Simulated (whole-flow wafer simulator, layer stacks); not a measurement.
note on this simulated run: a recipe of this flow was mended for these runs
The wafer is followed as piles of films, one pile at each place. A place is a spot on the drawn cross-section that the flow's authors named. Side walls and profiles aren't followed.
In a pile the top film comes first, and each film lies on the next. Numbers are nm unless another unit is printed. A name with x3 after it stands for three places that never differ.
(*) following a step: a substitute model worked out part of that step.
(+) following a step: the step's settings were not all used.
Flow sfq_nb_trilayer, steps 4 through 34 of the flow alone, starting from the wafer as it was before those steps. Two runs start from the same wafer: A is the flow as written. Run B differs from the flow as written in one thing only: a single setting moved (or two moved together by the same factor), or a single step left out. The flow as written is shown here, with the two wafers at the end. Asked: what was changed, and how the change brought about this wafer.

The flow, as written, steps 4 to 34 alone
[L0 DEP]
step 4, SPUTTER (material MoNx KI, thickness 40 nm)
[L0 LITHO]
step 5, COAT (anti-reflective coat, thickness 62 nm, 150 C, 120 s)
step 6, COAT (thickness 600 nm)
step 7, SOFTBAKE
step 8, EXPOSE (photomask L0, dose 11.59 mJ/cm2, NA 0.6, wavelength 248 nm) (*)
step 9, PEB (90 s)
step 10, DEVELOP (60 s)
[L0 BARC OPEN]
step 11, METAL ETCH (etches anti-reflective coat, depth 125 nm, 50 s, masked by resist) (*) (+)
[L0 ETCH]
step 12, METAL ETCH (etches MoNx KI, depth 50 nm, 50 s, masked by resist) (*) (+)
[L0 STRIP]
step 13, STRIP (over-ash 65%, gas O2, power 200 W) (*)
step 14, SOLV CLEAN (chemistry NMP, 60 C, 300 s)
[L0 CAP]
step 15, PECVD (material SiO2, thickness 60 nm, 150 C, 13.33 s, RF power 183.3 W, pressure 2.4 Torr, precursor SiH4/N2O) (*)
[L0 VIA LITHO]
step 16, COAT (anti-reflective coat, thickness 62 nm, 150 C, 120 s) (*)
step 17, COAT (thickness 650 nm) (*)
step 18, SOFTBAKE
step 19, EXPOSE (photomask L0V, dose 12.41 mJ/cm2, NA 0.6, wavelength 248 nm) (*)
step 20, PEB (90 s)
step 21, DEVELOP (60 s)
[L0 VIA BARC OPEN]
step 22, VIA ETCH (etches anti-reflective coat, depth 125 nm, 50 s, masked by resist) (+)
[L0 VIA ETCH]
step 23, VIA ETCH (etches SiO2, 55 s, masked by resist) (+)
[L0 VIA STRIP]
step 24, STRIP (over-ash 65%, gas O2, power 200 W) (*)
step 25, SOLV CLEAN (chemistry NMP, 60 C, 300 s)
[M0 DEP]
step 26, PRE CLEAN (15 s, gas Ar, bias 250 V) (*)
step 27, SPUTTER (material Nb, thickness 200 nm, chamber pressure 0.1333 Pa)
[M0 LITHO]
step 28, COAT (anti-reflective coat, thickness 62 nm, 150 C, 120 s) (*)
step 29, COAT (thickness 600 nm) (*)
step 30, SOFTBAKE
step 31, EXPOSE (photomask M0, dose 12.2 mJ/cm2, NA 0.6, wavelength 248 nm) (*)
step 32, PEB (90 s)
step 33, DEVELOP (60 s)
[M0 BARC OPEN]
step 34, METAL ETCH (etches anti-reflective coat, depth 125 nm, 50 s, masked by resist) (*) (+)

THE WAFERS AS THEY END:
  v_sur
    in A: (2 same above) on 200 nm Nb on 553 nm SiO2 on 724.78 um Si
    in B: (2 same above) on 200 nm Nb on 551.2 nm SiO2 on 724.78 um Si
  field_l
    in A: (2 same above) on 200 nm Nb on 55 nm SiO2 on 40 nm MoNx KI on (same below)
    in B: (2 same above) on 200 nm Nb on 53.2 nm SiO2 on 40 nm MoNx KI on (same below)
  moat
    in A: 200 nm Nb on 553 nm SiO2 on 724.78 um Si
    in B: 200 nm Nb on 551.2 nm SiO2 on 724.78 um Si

Cause: step 26, PRE CLEAN: 20.4 s was run, while the flow as written has 15 s.

How this came from the change, step by step:
  step 26, PRE CLEAN (15 s, gas Ar, bias 250 V) (*)
      field_l, v_sur, via_wl and 102 more: A -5 SiO2 | B -6.8 SiO2
      l0v: A -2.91 MoNx KI | B -4.04 MoNx KI
